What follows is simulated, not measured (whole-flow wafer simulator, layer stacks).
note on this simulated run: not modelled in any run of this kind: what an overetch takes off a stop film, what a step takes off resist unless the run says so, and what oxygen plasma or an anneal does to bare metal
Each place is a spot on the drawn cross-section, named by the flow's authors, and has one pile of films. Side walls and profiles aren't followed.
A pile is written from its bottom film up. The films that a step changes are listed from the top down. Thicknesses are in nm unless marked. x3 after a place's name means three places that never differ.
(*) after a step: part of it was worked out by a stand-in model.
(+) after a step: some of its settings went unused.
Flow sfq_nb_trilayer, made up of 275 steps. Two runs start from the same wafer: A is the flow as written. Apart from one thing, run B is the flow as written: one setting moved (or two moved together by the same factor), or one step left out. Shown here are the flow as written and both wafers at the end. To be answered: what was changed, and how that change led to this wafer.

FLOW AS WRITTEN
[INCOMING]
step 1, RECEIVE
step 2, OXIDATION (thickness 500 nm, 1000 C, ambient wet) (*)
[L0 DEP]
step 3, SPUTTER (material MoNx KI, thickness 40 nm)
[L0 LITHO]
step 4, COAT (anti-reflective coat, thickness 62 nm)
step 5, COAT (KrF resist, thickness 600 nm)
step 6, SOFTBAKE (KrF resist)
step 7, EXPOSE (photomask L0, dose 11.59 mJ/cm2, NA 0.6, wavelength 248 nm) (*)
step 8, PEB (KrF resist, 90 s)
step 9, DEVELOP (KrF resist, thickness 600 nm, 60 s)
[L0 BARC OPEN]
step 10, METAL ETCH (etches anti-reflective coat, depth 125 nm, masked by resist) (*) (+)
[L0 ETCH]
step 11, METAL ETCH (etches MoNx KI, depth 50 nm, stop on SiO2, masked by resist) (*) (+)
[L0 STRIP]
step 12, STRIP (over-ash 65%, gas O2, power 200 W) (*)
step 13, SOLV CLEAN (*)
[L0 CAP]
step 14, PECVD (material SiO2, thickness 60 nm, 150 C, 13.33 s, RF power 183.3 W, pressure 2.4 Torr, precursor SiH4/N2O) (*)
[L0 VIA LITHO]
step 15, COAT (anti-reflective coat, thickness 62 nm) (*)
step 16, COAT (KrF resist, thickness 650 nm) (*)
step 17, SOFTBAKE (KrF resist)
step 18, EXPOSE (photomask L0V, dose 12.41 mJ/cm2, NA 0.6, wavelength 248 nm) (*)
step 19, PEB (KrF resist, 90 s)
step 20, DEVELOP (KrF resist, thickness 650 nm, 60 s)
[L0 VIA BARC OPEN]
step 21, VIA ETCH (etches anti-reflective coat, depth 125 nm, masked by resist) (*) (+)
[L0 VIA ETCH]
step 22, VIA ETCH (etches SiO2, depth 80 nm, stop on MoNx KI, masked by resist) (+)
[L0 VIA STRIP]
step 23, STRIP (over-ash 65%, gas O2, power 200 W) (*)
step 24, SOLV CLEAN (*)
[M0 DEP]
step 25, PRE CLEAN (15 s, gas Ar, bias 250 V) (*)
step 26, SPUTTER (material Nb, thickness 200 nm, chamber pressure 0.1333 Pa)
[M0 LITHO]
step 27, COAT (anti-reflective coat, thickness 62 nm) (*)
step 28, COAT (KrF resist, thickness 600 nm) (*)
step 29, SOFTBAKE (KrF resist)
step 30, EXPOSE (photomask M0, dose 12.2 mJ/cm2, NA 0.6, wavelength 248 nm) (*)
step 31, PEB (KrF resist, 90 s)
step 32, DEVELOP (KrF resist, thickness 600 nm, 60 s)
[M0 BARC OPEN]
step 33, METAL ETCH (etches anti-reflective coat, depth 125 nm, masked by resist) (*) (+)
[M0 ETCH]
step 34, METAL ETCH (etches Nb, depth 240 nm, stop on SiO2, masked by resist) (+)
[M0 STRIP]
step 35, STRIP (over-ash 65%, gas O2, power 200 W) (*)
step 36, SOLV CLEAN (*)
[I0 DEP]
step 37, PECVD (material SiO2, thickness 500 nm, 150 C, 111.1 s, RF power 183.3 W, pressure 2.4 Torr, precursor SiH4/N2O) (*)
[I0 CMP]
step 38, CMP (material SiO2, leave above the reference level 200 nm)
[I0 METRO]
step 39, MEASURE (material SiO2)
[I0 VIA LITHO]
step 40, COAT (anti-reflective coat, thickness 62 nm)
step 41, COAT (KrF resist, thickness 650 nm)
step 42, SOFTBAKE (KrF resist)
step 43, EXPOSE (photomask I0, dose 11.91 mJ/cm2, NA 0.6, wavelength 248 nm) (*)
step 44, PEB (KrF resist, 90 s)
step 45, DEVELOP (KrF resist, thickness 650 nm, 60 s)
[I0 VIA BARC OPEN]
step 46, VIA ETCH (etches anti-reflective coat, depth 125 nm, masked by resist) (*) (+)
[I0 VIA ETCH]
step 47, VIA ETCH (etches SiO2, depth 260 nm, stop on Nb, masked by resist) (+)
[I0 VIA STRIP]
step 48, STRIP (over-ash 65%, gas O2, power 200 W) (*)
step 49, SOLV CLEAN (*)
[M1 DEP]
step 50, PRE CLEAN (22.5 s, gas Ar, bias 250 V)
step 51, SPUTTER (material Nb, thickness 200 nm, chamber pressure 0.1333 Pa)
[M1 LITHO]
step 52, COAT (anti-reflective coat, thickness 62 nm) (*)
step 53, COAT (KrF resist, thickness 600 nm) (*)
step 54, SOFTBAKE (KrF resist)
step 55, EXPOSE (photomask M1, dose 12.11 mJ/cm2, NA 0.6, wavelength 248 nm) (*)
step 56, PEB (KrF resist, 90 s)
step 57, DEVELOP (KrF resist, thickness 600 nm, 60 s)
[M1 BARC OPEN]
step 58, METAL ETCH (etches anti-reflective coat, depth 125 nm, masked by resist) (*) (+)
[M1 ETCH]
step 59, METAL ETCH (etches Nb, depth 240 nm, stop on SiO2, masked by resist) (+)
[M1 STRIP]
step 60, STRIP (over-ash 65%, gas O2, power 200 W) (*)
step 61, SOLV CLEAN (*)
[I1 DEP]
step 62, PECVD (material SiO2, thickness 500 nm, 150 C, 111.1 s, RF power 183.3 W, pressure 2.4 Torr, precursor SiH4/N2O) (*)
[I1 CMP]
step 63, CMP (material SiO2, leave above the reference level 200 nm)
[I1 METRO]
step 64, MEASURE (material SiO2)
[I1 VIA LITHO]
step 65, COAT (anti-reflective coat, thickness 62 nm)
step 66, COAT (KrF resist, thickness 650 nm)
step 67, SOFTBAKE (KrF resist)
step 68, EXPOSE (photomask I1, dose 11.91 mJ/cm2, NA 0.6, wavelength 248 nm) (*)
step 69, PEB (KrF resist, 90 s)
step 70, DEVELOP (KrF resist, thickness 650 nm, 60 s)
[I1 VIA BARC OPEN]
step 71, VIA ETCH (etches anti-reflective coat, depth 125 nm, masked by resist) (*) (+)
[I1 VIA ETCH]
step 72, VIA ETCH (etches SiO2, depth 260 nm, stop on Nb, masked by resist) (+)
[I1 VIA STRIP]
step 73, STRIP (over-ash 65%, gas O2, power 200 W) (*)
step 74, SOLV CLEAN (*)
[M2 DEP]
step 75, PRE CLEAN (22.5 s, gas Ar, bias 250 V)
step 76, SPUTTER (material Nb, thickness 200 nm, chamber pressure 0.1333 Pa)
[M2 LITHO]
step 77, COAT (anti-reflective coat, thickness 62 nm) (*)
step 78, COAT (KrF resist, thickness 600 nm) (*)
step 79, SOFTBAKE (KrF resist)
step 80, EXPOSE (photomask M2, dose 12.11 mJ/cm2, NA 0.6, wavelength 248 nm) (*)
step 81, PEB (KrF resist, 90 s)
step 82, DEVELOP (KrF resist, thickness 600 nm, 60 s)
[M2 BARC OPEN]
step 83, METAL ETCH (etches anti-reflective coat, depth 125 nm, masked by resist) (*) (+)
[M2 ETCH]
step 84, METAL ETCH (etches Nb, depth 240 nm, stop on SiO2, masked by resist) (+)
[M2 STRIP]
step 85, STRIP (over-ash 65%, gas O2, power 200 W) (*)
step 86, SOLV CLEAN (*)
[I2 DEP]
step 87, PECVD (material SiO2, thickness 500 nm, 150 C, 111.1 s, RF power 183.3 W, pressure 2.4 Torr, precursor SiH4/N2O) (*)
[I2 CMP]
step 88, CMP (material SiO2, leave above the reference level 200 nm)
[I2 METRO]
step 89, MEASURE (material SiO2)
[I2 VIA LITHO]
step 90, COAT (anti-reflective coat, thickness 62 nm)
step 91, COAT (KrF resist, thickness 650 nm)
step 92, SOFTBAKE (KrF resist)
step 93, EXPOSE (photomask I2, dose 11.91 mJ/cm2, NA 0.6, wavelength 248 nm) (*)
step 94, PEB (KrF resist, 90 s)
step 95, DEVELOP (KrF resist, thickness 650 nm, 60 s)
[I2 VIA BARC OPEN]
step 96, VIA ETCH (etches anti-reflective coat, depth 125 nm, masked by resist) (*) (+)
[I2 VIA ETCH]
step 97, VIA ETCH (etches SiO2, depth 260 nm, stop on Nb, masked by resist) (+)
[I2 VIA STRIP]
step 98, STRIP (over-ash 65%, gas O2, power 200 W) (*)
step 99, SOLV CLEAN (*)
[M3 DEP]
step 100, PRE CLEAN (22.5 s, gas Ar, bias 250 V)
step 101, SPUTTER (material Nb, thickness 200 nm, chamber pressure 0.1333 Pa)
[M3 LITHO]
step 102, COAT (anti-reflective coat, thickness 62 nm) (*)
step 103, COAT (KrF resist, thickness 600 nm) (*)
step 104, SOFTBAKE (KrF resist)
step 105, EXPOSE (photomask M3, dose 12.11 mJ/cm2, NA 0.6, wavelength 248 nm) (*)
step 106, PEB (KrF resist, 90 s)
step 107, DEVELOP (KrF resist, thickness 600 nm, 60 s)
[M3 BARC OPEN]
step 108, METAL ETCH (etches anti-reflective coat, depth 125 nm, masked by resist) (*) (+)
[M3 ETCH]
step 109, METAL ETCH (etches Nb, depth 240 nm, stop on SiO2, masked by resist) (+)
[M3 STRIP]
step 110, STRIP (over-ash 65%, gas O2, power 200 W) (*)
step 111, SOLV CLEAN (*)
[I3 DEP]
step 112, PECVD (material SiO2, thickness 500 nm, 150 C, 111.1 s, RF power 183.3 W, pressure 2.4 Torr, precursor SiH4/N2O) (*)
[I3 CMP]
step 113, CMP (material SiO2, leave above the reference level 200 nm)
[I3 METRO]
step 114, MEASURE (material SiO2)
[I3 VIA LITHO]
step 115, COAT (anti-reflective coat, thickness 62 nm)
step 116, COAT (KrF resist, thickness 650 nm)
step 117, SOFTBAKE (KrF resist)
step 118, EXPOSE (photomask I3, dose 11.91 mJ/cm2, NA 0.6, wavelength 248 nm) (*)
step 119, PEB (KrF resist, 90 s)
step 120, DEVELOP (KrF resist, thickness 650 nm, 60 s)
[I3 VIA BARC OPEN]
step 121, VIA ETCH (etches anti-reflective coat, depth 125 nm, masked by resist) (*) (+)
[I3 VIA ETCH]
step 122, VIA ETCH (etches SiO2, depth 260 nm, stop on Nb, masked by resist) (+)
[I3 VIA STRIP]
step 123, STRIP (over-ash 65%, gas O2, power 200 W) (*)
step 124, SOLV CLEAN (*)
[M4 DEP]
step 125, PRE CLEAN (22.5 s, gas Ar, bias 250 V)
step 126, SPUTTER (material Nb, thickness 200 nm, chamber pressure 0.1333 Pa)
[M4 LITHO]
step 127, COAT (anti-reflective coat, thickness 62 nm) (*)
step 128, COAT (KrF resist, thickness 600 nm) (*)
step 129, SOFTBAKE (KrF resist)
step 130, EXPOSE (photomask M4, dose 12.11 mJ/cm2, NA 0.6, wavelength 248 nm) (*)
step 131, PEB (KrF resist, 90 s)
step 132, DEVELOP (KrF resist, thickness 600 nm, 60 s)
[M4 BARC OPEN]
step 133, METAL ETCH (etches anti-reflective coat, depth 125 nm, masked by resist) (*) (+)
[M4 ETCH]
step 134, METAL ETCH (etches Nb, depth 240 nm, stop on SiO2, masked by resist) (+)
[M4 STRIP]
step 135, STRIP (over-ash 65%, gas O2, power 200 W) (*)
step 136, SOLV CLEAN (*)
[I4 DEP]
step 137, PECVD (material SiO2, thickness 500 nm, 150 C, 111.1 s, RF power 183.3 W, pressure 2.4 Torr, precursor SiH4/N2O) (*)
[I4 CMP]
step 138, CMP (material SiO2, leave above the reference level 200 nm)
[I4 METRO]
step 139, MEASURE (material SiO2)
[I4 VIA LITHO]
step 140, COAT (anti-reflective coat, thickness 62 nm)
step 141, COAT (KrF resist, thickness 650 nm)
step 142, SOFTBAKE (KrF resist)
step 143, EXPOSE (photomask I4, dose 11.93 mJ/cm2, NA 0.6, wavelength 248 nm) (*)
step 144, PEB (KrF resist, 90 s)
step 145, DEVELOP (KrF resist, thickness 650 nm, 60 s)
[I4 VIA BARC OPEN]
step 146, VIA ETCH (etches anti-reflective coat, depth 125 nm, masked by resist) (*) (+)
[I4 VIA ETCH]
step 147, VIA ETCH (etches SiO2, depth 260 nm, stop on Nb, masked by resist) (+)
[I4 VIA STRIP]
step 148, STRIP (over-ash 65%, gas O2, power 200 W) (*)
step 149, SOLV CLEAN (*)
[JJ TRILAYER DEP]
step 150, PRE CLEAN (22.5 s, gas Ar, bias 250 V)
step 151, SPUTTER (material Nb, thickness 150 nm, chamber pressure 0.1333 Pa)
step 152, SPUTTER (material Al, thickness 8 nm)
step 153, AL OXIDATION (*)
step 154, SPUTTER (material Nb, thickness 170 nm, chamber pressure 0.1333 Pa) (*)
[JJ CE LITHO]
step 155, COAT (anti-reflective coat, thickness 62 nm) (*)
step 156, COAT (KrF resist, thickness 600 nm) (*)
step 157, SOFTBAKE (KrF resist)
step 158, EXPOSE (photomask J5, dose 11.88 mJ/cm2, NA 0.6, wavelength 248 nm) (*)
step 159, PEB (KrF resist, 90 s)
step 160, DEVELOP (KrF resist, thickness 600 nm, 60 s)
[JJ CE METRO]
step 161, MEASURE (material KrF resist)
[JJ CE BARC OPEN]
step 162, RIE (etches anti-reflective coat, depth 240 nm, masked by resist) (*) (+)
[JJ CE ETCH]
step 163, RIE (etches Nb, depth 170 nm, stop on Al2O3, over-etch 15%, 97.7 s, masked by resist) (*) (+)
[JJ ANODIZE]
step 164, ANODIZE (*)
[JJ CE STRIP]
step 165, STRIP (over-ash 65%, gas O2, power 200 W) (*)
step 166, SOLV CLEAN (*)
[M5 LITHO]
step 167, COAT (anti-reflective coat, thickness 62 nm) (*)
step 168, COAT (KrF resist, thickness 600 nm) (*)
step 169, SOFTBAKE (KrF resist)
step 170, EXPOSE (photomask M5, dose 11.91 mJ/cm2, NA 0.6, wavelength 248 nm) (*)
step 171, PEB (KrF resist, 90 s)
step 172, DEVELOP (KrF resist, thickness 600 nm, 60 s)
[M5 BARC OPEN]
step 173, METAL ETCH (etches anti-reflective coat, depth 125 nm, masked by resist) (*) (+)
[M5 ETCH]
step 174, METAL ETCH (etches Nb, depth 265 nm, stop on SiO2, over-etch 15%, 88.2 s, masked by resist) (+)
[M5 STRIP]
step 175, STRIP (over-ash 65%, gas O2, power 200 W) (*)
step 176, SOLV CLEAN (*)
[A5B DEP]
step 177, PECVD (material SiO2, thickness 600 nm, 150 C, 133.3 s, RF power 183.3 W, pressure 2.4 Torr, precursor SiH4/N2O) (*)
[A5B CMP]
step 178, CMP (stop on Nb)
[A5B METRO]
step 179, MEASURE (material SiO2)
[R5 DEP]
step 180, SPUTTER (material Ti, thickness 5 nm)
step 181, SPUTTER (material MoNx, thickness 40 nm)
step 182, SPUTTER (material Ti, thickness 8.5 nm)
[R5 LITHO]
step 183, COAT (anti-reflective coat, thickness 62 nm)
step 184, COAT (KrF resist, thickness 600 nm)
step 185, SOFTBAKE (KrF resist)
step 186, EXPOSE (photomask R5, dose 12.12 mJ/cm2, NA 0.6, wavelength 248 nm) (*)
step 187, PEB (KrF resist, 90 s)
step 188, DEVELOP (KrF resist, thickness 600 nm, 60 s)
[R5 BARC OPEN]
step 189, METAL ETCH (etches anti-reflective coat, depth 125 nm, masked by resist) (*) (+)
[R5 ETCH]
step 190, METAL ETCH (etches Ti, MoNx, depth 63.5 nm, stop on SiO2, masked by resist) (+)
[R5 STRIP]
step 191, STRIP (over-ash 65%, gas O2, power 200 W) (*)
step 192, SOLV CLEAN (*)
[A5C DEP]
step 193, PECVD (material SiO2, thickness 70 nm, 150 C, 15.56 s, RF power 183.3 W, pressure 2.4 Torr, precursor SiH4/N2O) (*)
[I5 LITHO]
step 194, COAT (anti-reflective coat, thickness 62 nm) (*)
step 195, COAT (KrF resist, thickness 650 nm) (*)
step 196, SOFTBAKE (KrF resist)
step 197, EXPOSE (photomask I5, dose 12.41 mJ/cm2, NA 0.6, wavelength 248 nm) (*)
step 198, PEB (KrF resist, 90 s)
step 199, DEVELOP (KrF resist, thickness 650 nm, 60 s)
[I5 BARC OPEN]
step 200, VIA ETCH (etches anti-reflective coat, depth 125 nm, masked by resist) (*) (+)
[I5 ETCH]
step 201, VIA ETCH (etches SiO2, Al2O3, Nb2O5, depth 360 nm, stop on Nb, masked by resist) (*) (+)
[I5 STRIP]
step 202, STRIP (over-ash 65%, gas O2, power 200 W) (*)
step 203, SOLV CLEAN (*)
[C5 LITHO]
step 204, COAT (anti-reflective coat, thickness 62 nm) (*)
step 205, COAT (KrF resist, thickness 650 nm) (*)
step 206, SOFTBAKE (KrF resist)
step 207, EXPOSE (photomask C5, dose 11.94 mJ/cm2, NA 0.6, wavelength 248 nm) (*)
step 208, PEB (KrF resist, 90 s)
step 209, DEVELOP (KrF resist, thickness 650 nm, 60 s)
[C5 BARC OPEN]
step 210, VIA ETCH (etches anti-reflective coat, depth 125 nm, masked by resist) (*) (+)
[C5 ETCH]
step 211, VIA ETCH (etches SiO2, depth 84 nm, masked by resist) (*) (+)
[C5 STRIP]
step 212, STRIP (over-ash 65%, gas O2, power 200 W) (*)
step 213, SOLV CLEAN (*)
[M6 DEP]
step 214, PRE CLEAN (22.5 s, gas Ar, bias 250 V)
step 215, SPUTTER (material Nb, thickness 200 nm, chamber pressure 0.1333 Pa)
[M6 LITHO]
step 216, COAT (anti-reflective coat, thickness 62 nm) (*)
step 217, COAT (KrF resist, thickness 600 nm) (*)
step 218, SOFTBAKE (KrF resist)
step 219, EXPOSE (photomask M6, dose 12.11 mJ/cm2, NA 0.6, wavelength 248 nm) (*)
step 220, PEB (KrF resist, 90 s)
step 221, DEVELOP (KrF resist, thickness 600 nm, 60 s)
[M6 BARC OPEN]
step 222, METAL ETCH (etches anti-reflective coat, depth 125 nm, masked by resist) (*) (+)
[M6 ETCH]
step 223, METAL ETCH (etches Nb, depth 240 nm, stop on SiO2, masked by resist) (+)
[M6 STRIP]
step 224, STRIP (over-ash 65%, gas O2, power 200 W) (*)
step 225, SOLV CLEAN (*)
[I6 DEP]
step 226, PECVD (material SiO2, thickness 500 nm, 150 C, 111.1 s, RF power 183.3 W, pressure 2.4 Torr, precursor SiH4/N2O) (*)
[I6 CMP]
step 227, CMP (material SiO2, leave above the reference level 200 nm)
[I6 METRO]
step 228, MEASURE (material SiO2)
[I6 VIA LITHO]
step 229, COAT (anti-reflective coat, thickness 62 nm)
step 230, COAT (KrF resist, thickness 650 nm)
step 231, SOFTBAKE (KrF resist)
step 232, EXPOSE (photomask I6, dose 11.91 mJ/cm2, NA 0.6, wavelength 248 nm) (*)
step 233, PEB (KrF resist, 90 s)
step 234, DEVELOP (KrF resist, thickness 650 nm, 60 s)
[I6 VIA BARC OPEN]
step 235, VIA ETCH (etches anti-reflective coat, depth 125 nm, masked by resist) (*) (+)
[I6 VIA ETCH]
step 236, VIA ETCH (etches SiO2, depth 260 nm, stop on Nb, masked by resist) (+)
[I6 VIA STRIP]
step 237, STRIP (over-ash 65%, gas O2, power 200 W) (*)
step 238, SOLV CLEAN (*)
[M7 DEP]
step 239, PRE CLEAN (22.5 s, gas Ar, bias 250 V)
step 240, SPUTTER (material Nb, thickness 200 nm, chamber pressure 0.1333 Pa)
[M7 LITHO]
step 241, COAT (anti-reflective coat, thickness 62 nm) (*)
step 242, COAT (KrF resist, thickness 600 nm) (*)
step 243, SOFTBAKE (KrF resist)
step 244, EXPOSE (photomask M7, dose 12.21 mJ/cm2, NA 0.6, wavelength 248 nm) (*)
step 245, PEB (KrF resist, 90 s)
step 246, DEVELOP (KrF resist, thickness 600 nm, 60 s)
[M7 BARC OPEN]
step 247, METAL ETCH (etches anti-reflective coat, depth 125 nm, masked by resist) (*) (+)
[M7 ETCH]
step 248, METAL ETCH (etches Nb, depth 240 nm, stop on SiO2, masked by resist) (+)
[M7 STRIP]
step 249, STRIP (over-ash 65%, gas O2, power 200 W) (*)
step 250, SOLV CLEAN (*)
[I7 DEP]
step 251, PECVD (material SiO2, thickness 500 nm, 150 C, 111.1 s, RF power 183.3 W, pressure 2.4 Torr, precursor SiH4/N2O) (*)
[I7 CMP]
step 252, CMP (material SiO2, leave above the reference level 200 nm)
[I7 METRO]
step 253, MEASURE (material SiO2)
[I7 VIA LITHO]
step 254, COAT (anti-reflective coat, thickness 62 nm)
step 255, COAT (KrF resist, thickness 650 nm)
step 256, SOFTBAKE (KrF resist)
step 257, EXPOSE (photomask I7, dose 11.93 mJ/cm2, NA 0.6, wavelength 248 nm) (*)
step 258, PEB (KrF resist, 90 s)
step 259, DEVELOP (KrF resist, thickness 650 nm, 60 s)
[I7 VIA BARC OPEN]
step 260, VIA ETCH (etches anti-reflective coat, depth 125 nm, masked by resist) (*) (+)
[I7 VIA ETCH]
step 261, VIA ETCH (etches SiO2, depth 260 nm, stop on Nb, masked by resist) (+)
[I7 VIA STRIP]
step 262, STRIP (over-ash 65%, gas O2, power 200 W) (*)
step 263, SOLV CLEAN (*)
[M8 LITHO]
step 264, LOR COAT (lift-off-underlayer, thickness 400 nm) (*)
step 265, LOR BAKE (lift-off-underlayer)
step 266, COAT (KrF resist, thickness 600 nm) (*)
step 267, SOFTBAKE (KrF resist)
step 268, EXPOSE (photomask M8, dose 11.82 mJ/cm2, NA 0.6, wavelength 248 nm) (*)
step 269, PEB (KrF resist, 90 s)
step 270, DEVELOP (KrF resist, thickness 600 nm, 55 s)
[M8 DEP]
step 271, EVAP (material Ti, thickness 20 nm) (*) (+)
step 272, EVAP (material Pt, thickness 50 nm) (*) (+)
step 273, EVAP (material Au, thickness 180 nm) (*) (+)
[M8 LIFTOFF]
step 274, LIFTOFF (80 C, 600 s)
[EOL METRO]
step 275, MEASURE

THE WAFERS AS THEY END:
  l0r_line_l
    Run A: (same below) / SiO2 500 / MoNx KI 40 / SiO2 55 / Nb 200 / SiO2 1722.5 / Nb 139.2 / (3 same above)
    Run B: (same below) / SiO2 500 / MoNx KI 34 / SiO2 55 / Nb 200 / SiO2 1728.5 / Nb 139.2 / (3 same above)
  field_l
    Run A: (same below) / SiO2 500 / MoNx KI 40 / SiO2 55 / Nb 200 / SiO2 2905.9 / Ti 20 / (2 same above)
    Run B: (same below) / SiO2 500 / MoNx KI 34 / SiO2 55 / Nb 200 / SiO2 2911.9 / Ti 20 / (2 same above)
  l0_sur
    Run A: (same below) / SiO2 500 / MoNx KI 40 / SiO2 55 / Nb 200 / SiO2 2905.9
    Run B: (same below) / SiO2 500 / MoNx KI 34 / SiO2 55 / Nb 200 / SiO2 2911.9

The reason: step 3, SPUTTER: thickness 34 nm was run, whereas the flow has thickness 40 nm.
The wafer lets one read it off: l0r_line_l has MoNx KI 34, and step 3 as written asks for 40 nm.

How this came from the change, step by step:
  step 3, SPUTTER (material MoNx KI, thickness 40 nm)
      field_l, v_sur, via_wl and 103 more: A MoNx KI gains 40 (new film) | B MoNx KI gains 34 (new film)
  step 11, METAL ETCH (etches MoNx KI, depth 50 nm, stop on SiO2, masked by resist) (*) (+)
      v_sur, via_wl, via_w and 97 more: A MoNx KI loses 40 (all of it) | B MoNx KI loses 34 (all of it)
  step 15, COAT (anti-reflective coat, thickness 62 nm) (*)
      v_sur: A anti-reflective coat gains 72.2 (new film) | B anti-reflective coat gains 70.7 (new film)
      l0r_space_c: A anti-reflective coat gains 77.2 (new film) | B anti-reflective coat gains 75 (new film)
  step 23, STRIP (over-ash 65%, gas O2, power 200 W) (*)
      v_sur: A KrF resist loses 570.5 (all of it), anti-reflective coat loses 72.2 (all of it) | B KrF resist loses 568.7 (all of it), anti-reflective coat loses 70.7 (all of it)
      l0r_space_c: A KrF resist loses 576.8 (all of it), anti-reflective coat loses 77.2 (all of it) | B KrF resist loses 574.2 (all of it), anti-reflective coat loses 75 (all of it)
  step 27, COAT (anti-reflective coat, thickness 62 nm) (*)
      v_sur: A anti-reflective coat gains 72.3 (new film) | B anti-reflective coat gains 70.8 (new film)
      l0r_space_c: A anti-reflective coat gains 78 (new film) | B anti-reflective coat gains 75.5 (new film)
  step 35, STRIP (over-ash 65%, gas O2, power 200 W) (*)
      v_sur: A KrF resist loses 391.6 (all of it), anti-reflective coat loses 72.3 (all of it) | B KrF resist loses 390.1 (all of it), anti-reflective coat loses 70.8 (all of it)
      l0r_space_c: A KrF resist loses 397.6 (all of it), anti-reflective coat loses 78 (all of it) | B KrF resist loses 395.3 (all of it), anti-reflective coat loses 75.5 (all of it)
  step 38, CMP (material SiO2, leave above the reference level 200 nm)
      l0v: A SiO2 loses 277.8 | B SiO2 loses 271.8
